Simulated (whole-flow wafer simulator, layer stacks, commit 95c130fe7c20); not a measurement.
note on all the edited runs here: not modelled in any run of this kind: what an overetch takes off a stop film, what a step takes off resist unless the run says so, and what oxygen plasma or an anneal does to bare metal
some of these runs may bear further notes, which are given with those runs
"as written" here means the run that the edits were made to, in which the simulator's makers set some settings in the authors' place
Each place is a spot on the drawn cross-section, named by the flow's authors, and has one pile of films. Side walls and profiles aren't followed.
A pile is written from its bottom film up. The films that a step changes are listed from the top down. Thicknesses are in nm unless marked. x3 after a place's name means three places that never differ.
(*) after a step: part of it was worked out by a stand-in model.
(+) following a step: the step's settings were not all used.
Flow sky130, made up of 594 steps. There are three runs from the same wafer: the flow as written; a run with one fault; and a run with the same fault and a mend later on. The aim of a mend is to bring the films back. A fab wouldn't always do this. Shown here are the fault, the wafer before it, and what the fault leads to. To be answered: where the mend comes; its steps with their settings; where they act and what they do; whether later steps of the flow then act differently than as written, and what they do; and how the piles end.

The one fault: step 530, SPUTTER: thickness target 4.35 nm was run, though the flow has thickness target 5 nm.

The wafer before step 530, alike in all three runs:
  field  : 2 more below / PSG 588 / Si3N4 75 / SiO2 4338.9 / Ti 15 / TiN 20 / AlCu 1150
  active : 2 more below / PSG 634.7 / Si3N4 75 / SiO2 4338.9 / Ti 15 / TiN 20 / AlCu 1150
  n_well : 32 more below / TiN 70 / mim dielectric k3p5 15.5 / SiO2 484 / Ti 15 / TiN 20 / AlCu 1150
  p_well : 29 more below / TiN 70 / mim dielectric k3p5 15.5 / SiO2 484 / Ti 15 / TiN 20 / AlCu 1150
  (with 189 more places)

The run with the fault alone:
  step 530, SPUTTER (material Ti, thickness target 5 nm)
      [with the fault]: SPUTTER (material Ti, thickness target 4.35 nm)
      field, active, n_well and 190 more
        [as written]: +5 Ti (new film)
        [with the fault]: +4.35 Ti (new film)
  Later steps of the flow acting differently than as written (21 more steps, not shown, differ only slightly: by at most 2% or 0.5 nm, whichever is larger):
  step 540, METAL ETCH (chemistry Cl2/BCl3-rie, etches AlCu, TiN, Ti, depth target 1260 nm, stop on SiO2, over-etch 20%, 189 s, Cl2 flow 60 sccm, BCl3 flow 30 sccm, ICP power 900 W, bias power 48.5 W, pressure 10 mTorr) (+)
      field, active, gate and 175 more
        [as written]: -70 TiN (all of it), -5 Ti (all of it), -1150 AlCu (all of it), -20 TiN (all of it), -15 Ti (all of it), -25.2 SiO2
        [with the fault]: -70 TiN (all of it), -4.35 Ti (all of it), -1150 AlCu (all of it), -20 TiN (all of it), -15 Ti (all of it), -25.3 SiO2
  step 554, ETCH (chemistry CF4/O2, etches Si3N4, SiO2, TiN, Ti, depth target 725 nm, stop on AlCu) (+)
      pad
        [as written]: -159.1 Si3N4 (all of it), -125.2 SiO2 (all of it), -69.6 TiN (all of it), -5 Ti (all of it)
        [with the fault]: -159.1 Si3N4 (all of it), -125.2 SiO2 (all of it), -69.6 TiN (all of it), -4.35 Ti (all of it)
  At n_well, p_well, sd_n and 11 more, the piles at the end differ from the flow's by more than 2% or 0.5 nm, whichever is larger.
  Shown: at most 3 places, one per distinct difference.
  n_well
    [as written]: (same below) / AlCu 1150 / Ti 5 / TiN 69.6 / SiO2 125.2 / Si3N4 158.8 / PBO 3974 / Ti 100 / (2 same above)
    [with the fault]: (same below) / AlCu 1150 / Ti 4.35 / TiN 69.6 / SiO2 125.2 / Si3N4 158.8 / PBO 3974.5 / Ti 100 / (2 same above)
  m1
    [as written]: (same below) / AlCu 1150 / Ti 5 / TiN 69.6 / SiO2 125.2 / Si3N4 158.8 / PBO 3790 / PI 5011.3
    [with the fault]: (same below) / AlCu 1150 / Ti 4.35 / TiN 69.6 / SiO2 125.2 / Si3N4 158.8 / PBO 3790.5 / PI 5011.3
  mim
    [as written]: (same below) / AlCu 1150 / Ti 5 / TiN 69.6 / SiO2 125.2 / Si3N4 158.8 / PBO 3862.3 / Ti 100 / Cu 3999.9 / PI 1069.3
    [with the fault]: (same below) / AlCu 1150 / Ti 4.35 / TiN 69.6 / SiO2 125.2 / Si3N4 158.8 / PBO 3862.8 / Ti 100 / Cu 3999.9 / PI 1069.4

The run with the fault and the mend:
  The mend stands after step 530.
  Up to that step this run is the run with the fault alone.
  step 530a, SPUTTER (material Ti, thickness target 0.65 nm) (*) (the flow's step 530, run once more with other settings)
      field, active, n_well and 190 more
        +0.65 Ti
  Every later step of the flow that is run acts as written at every place that is followed.
  The piles end the same as the flow's at every place that both follow.
